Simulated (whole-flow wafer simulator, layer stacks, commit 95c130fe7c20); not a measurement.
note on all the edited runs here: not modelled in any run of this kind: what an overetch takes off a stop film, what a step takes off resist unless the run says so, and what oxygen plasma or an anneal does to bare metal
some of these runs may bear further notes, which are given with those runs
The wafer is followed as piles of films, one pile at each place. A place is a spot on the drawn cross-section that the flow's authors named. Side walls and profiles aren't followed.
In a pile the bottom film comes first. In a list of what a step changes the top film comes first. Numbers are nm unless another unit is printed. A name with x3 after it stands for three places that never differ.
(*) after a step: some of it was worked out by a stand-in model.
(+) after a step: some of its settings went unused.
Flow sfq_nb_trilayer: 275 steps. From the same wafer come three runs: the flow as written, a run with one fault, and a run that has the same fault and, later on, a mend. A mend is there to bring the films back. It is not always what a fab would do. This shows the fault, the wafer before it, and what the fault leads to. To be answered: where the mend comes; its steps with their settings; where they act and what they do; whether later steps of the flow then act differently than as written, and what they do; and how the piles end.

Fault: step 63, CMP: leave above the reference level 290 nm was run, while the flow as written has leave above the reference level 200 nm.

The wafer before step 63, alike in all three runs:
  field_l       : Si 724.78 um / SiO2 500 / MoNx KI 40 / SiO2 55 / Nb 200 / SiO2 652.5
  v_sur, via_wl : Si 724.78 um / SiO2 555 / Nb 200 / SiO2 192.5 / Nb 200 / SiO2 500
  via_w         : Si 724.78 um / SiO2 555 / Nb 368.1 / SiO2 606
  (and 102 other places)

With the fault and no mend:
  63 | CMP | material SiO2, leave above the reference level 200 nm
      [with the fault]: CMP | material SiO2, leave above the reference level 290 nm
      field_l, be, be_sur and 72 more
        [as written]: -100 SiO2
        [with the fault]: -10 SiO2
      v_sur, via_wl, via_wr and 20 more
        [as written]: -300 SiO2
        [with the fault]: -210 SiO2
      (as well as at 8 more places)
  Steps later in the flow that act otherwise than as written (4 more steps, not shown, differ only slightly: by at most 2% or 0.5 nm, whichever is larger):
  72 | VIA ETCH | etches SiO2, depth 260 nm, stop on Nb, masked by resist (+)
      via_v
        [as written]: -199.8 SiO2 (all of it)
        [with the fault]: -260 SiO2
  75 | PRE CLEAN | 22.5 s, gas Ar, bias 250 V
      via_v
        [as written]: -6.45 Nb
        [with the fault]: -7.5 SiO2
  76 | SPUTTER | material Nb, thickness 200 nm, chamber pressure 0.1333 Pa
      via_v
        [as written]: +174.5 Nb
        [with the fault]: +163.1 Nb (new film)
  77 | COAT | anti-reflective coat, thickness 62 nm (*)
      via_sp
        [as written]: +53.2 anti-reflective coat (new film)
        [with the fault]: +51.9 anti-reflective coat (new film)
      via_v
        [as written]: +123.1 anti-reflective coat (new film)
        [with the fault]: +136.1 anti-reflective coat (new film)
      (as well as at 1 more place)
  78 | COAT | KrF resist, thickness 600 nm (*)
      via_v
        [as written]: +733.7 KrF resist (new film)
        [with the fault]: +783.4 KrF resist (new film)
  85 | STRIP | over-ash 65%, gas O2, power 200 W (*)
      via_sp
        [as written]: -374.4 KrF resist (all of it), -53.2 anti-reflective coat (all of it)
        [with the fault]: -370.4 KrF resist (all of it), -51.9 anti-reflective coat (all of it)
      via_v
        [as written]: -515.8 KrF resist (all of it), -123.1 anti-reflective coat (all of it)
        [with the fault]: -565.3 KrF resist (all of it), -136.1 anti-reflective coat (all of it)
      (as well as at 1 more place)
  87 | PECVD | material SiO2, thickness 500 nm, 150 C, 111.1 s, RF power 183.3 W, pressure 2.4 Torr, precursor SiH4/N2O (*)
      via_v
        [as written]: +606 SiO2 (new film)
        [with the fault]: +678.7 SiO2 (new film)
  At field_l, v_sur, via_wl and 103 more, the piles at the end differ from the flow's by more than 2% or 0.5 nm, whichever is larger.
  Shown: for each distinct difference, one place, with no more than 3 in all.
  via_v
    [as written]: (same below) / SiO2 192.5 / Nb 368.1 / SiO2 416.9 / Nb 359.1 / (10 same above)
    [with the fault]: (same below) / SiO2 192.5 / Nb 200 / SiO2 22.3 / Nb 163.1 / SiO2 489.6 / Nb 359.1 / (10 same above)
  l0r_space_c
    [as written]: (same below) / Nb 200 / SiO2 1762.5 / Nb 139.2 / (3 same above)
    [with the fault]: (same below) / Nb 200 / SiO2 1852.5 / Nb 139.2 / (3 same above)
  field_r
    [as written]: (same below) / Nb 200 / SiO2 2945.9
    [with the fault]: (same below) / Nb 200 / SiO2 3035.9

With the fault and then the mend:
  The mend stands after step 64.
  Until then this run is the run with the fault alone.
  64a | CMP | material SiO2, leave above the reference level 200 nm (the flow's step 63, run once more)
      field_l, v_sur, via_wl and 103 more
        -90 SiO2
  None of the later steps of the flow acts differently than as written at any place that is followed.
  The piles end the same as the flow's at every place that both follow.
